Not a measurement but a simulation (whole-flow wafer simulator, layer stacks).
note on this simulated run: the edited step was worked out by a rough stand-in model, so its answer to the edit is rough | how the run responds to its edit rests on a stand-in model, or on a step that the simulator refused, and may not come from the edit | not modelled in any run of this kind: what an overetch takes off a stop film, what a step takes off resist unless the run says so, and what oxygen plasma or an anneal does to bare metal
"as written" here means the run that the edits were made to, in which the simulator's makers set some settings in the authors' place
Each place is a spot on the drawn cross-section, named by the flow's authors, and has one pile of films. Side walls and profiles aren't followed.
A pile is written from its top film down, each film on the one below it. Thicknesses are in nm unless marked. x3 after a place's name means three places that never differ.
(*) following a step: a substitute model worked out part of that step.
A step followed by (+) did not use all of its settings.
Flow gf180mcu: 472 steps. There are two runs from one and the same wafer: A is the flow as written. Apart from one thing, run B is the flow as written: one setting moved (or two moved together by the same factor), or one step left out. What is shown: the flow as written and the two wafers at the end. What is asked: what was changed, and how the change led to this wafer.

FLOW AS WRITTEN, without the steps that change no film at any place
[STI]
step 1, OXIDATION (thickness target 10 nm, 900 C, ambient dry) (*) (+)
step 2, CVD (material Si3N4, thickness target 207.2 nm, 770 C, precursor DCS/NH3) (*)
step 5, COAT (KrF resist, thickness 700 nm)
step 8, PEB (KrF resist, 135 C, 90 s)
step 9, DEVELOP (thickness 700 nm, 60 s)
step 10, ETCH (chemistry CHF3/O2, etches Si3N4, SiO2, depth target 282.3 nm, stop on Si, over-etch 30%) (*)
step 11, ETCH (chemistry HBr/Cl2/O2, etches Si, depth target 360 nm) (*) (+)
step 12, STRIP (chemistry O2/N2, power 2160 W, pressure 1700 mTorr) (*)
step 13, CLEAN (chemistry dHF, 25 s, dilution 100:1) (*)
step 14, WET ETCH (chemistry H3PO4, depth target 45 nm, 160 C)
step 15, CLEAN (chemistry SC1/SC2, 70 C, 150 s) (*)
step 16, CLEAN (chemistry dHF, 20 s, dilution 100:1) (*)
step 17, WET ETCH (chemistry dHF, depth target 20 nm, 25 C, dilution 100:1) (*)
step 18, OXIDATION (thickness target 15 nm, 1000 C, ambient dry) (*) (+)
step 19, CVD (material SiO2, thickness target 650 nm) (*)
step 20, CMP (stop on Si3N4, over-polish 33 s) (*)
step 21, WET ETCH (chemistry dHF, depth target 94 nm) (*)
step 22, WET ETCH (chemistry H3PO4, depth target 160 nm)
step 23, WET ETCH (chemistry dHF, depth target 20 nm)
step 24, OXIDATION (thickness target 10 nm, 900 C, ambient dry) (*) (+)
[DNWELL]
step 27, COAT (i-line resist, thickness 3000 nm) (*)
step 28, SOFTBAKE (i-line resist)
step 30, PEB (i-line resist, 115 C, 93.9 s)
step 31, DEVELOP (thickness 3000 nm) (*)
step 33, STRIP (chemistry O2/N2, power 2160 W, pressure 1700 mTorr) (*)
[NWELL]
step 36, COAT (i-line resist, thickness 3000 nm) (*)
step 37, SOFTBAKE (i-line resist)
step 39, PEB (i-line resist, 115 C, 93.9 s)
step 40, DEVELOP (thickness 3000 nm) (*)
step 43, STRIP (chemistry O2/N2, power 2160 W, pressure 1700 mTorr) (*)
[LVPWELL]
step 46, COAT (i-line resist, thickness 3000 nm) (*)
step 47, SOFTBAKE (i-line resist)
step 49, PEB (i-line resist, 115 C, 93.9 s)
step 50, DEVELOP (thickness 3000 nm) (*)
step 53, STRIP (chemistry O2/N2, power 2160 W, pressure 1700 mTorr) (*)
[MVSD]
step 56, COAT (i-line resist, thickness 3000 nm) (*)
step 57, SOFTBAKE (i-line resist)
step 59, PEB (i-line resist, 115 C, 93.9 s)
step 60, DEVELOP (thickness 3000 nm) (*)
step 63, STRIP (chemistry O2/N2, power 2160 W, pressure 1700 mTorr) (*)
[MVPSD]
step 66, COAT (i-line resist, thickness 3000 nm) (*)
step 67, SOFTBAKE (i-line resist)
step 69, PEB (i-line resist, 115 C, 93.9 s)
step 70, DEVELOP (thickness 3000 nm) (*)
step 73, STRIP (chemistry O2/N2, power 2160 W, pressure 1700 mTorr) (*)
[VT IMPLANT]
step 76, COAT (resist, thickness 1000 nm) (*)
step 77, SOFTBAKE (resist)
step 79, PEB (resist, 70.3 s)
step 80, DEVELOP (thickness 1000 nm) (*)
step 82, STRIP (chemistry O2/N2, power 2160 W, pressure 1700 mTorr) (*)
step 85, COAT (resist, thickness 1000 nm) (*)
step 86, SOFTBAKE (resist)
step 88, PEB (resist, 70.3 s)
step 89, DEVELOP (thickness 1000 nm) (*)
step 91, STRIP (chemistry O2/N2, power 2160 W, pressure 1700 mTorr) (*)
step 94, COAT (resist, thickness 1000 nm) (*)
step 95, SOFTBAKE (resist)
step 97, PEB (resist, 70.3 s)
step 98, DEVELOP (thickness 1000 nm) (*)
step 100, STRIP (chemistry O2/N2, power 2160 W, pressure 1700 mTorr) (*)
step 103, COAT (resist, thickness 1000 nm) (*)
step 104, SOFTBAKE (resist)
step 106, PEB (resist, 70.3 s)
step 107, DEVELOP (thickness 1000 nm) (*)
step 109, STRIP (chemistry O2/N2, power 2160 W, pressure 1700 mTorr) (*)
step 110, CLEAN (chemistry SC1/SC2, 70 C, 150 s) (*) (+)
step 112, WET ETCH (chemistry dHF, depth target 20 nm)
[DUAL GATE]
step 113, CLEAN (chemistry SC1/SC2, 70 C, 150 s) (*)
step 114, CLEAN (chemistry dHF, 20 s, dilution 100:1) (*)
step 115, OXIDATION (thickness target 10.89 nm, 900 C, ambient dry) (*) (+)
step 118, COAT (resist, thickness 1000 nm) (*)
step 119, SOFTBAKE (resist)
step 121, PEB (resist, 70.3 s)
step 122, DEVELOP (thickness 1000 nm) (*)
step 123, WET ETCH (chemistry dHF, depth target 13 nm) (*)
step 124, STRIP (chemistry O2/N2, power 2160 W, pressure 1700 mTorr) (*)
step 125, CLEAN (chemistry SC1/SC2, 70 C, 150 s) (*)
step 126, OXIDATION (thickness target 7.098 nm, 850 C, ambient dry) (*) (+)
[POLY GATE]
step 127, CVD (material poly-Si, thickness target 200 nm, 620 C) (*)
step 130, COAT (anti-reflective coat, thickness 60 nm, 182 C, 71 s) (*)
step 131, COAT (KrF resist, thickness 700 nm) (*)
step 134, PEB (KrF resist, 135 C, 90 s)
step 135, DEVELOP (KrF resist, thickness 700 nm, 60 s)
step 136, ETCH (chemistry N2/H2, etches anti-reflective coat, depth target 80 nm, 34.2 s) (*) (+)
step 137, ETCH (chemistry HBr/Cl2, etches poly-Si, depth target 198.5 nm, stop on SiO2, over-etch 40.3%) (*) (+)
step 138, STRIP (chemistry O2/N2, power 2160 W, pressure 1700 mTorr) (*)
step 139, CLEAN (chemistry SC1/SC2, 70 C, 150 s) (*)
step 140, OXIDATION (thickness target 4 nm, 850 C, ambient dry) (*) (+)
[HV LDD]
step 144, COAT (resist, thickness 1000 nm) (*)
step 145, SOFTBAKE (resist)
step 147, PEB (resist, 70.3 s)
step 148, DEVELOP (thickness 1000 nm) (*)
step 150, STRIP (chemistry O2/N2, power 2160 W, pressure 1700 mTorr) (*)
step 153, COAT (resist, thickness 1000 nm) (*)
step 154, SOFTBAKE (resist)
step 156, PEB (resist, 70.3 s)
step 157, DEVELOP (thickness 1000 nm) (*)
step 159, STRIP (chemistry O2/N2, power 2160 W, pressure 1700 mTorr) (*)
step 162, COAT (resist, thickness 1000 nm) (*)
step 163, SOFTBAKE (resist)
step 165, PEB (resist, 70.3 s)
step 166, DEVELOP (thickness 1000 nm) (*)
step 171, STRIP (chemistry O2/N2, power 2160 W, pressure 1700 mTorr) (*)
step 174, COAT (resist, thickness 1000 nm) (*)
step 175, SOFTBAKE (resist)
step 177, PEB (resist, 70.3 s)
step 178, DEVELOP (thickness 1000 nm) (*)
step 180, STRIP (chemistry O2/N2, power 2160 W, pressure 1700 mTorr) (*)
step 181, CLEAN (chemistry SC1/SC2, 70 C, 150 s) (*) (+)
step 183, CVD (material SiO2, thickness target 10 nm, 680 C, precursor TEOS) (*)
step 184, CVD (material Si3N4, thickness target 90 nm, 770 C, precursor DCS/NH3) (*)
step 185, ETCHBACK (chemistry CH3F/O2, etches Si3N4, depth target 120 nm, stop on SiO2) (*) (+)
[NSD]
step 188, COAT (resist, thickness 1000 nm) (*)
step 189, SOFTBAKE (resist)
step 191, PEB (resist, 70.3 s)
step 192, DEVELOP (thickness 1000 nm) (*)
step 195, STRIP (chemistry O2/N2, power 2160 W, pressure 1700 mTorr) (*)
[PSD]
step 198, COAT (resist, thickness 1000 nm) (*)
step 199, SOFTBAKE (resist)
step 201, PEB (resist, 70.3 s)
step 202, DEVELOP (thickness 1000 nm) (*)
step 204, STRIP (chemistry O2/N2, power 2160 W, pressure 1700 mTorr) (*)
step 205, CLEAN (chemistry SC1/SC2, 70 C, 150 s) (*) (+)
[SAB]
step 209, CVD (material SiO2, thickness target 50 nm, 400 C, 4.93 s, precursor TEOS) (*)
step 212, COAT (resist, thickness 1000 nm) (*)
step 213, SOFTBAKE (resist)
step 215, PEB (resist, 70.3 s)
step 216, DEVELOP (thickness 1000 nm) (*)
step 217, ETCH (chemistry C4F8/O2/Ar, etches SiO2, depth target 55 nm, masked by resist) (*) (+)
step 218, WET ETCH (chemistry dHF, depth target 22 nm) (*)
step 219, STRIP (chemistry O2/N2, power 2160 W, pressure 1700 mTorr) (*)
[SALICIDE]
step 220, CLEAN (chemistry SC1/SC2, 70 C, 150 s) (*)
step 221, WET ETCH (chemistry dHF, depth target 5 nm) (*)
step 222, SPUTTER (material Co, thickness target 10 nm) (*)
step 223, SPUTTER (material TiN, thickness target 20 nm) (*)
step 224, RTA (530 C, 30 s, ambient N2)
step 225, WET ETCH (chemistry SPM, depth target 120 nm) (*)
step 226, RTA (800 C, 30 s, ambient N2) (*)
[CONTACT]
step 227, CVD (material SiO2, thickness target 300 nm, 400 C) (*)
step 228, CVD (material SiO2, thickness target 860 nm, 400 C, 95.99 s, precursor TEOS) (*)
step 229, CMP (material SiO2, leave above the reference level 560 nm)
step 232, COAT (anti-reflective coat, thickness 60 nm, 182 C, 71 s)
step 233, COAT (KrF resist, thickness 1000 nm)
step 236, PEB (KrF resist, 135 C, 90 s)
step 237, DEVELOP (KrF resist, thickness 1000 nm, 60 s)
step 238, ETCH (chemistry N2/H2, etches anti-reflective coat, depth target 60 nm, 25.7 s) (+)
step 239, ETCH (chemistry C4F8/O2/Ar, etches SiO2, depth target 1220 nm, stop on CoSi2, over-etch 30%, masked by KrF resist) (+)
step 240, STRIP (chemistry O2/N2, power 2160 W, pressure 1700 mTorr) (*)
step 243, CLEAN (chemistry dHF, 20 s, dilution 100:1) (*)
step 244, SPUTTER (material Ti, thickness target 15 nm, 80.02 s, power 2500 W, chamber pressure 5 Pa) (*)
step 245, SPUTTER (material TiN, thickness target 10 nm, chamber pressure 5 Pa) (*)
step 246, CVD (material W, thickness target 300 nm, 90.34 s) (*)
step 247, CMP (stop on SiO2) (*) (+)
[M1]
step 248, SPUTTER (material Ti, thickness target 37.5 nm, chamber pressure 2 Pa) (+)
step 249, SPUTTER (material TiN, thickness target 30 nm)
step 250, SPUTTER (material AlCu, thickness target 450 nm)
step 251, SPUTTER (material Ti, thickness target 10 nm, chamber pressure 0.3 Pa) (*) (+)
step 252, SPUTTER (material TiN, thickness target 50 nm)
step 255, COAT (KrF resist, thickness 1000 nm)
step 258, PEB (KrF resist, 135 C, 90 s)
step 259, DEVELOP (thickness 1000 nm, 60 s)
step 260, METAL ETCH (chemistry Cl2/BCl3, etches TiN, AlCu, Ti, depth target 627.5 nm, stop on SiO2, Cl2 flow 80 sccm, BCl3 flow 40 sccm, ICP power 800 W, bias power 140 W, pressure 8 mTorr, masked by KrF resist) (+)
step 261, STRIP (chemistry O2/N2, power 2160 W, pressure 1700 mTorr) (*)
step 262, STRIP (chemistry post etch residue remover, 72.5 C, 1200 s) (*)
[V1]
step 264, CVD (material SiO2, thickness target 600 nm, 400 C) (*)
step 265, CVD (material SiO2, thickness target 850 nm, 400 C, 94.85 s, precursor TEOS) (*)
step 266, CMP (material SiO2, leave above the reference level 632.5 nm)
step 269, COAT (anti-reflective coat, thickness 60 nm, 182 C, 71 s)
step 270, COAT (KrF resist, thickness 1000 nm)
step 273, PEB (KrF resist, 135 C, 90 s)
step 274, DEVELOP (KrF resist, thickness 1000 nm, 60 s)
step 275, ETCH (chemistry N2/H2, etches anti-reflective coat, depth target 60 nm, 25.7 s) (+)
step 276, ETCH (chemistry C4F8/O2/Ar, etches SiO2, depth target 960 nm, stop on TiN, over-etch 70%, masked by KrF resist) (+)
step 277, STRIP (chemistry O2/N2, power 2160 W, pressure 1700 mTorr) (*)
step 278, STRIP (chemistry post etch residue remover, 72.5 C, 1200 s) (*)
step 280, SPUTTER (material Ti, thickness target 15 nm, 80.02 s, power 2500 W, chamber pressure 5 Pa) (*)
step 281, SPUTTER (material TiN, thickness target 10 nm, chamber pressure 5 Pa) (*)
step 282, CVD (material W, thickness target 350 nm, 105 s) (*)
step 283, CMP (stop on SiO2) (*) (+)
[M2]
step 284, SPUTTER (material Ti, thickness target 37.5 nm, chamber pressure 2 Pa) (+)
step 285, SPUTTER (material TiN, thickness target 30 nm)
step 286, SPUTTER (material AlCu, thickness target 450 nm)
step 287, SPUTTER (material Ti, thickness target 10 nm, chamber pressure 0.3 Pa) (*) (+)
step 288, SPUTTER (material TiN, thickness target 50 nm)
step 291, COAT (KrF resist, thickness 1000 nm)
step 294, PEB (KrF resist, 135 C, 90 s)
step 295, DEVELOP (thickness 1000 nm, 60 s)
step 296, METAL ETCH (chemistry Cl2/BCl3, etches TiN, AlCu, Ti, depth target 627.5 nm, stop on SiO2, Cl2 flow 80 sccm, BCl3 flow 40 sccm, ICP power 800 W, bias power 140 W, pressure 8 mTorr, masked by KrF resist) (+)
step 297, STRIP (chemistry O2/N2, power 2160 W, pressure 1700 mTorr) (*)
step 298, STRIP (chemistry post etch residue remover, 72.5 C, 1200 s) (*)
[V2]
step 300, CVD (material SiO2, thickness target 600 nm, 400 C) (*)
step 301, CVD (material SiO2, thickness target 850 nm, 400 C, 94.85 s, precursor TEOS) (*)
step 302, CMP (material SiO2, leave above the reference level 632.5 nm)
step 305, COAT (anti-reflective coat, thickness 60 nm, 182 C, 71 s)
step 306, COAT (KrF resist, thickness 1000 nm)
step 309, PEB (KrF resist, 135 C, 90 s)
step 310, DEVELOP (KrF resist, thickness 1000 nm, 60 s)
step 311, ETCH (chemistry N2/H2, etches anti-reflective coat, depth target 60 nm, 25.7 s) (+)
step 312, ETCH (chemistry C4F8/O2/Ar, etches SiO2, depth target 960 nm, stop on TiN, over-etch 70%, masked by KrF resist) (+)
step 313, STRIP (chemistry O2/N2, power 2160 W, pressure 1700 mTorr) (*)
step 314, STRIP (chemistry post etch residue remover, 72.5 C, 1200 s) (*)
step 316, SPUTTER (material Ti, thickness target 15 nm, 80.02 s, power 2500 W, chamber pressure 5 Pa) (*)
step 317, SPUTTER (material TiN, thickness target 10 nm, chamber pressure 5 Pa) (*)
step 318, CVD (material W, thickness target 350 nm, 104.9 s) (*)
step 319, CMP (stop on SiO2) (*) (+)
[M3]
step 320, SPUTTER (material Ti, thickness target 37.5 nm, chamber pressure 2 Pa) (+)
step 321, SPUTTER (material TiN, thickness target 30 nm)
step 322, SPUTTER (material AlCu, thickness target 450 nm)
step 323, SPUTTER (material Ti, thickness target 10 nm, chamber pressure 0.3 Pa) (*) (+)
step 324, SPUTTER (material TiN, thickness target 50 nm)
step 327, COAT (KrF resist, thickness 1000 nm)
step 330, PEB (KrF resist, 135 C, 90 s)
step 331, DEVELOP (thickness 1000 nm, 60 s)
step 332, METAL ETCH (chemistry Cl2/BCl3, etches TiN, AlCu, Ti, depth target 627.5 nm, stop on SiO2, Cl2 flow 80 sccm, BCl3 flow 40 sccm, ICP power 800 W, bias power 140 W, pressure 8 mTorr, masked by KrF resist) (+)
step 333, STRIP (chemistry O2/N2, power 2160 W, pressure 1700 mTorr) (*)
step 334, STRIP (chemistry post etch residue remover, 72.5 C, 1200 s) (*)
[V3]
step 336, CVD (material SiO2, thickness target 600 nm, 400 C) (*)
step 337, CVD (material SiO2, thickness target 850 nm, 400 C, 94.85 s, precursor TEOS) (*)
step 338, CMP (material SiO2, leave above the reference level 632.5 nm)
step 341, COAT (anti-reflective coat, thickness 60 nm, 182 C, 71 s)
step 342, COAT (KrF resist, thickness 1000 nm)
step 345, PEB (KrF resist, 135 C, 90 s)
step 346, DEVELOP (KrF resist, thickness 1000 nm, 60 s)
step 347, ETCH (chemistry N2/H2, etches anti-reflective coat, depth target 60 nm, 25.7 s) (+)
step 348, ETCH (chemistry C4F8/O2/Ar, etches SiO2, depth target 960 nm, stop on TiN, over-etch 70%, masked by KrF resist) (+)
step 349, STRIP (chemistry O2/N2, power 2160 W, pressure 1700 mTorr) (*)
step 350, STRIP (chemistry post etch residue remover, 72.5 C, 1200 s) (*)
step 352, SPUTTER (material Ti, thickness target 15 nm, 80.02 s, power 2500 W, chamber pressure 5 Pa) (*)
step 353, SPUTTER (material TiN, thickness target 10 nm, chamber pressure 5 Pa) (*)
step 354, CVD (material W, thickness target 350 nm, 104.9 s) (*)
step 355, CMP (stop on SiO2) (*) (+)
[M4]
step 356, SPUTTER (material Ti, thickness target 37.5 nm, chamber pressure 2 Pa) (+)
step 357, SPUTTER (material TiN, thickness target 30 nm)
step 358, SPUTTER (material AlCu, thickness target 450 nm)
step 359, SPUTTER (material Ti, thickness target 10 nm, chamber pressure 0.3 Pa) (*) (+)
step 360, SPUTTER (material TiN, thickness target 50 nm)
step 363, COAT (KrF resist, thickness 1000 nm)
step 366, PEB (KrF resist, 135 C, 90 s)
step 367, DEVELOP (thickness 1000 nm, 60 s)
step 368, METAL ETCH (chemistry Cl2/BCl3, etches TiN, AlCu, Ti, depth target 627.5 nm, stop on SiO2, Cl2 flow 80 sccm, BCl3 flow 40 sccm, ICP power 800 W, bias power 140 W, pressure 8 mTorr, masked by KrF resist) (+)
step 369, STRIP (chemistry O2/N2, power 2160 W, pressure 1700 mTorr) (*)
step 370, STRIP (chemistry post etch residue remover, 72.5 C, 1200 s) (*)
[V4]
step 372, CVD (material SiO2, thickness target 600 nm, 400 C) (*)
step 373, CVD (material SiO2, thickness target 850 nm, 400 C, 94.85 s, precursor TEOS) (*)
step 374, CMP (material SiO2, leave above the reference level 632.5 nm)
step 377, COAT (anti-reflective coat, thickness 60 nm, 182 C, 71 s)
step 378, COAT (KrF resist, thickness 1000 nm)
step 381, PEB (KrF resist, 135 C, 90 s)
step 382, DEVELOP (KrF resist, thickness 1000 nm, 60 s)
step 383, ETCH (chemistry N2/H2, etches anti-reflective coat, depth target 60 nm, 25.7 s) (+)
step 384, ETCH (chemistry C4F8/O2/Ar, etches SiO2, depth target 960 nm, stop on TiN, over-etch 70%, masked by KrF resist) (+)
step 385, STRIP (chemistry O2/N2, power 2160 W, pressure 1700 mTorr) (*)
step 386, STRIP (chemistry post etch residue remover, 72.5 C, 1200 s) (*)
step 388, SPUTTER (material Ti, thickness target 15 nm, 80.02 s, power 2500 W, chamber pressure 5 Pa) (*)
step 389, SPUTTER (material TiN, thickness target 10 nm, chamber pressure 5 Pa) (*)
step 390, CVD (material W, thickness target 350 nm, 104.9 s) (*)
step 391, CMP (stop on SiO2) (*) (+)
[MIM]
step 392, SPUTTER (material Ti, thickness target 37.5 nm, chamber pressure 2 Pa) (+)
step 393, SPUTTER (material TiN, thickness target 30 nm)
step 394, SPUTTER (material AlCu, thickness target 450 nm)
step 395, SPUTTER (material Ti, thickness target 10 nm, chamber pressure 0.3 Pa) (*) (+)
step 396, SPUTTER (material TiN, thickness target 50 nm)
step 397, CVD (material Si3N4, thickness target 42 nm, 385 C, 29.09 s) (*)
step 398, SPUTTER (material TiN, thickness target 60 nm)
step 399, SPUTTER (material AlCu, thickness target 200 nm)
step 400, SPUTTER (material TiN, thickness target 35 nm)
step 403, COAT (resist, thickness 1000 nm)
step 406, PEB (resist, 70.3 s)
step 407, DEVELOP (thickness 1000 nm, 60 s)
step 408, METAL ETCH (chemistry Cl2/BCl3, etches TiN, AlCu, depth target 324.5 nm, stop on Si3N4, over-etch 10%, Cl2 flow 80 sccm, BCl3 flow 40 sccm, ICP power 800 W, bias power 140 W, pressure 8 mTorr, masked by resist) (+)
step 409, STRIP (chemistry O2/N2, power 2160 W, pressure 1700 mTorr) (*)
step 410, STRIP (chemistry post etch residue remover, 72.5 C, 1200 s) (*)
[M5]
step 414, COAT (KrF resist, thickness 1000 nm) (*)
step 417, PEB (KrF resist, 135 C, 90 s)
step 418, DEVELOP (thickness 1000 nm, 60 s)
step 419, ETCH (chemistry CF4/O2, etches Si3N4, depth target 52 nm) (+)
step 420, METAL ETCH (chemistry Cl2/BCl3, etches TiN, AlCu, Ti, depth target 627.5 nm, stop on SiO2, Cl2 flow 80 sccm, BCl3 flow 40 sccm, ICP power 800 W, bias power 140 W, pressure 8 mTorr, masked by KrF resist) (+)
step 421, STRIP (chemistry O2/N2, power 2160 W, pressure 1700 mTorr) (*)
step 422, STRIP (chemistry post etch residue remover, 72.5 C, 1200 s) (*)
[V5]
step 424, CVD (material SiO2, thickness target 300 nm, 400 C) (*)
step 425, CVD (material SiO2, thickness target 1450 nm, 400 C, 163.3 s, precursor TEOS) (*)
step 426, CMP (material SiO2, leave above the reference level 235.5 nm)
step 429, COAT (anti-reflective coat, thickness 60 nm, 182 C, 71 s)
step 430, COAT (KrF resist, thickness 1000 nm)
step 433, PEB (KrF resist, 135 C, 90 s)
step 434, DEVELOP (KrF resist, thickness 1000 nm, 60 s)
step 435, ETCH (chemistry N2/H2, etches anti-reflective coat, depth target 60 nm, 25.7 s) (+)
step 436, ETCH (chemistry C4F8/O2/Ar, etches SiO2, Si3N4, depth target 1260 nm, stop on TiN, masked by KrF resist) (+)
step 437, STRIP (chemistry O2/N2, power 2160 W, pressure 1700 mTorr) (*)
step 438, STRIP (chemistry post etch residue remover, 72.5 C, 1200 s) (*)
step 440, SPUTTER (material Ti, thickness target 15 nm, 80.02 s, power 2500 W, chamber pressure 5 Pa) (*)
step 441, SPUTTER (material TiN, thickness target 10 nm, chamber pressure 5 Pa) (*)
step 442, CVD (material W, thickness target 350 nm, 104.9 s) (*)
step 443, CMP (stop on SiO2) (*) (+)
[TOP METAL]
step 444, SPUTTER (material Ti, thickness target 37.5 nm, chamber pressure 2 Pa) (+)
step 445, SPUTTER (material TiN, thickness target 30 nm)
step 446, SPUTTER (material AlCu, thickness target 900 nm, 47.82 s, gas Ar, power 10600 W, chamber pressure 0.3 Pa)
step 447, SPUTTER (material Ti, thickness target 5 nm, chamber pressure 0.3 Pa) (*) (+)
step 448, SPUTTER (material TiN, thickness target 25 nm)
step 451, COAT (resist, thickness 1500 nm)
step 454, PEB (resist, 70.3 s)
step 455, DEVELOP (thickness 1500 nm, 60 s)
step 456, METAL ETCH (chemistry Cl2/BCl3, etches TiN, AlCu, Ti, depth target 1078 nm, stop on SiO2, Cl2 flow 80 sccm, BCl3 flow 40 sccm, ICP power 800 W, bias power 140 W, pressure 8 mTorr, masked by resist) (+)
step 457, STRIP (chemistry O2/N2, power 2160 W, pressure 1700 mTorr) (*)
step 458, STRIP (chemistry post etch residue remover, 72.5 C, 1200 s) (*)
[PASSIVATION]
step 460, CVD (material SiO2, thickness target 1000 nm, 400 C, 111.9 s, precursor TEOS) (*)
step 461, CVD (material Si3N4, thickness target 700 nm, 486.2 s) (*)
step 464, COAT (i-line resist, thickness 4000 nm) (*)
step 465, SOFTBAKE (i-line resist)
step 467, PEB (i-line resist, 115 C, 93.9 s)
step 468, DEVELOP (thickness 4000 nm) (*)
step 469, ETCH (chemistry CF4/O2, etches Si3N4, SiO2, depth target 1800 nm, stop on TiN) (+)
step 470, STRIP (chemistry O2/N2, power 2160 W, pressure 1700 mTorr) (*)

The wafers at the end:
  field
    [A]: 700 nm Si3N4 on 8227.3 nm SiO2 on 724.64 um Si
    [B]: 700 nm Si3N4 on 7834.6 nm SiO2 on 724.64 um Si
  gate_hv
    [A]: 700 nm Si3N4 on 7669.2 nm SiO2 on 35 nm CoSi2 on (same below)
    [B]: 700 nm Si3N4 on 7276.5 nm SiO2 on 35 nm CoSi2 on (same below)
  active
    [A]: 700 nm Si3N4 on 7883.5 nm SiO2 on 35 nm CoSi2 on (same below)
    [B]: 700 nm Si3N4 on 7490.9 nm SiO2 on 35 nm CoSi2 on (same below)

Cause: step 460, CVD: thickness target 600 nm was run, though the flow has thickness target 1000 nm; step 460, CVD: 67.17 s was run, where the flow has 111.9 s.

Step by step, how the change led to this:
  step 460, CVD (material SiO2, thickness target 1000 nm, 400 C, 111.9 s, precursor TEOS) (*)
      field, field__w1, field__w2 and 103 more: A SiO2 gains 1000 | B SiO2 gains 607.4
      field__w8, contact, m1, m1__w1, pad, m1_nw: A SiO2 gains 1000 (new film) | B SiO2 gains 607.4 (new film)
  step 465, SOFTBAKE (i-line resist)
      gate: A i-line resist gains 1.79 | B i-line resist loses 0.36
      ld_acc_p, ld_fp_p, ld_drift_p: A i-line resist gains 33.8 | B i-line resist gains 26.9
      (also at 57 further places)
  step 469, ETCH (chemistry CF4/O2, etches Si3N4, SiO2, depth target 1800 nm, stop on TiN) (+)
      pad: A Si3N4 loses 700 (all of it), SiO2 loses 1000 (all of it) | B Si3N4 loses 700 (all of it), SiO2 loses 607.4 (all of it)
